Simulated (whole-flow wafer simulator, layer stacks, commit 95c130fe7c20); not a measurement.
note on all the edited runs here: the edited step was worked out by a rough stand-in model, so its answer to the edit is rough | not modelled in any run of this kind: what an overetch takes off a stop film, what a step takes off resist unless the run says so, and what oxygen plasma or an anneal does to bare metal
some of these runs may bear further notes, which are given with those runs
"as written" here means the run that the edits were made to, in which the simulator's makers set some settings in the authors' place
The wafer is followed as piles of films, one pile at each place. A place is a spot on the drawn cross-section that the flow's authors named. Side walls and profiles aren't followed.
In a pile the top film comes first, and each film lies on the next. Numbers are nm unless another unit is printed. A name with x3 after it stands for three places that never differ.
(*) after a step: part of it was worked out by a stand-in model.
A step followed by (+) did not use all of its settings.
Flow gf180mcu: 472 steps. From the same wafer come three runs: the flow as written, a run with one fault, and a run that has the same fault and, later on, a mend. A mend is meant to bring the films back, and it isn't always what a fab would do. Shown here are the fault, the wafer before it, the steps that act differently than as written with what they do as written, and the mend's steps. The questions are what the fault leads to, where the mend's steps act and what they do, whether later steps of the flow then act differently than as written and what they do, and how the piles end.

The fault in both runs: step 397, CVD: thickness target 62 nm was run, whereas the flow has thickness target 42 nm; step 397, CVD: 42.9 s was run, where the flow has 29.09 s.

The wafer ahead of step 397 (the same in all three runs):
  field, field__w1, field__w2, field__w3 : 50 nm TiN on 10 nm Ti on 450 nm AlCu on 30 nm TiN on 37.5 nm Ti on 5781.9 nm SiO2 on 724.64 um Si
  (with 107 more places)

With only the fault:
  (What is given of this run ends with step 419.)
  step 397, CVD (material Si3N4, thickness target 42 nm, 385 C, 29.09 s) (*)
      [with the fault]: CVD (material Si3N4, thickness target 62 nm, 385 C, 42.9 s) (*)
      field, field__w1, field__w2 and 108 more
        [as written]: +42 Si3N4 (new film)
        [with the fault]: +61.9 Si3N4 (new film)
  Steps later in the flow that act otherwise than as written:
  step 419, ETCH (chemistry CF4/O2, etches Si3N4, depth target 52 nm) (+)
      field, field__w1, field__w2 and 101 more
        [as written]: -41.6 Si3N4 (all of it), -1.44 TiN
        [with the fault]: -52 Si3N4
  Once step 419 is done, the piles at field, field__w1, field__w2 and 109 more depart from the flow's by more than 2% or 0.5 nm, whichever is larger.
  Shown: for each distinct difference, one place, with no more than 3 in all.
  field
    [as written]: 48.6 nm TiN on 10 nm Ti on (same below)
    [with the fault]: 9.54 nm Si3N4 on 50 nm TiN on 10 nm Ti on (same below)
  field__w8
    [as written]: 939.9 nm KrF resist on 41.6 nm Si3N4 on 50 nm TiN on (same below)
    [with the fault]: 939.9 nm KrF resist on 61.5 nm Si3N4 on 50 nm TiN on (same below)
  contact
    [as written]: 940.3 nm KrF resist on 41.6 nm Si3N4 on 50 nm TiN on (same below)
    [with the fault]: 940.3 nm KrF resist on 61.5 nm Si3N4 on 50 nm TiN on (same below)

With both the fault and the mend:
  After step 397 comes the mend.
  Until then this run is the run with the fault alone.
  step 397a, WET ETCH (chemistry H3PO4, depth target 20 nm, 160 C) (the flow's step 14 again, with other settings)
      field, field__w1, field__w2 and 108 more
        -20 Si3N4
  Later steps of the flow that are run all act as written at every place that is followed, up to a difference of at most 2% or 0.5 nm, whichever is larger.
  The piles end only slightly different from the flow's at the places that both follow, by no more than 2% or 0.5 nm, whichever is larger.
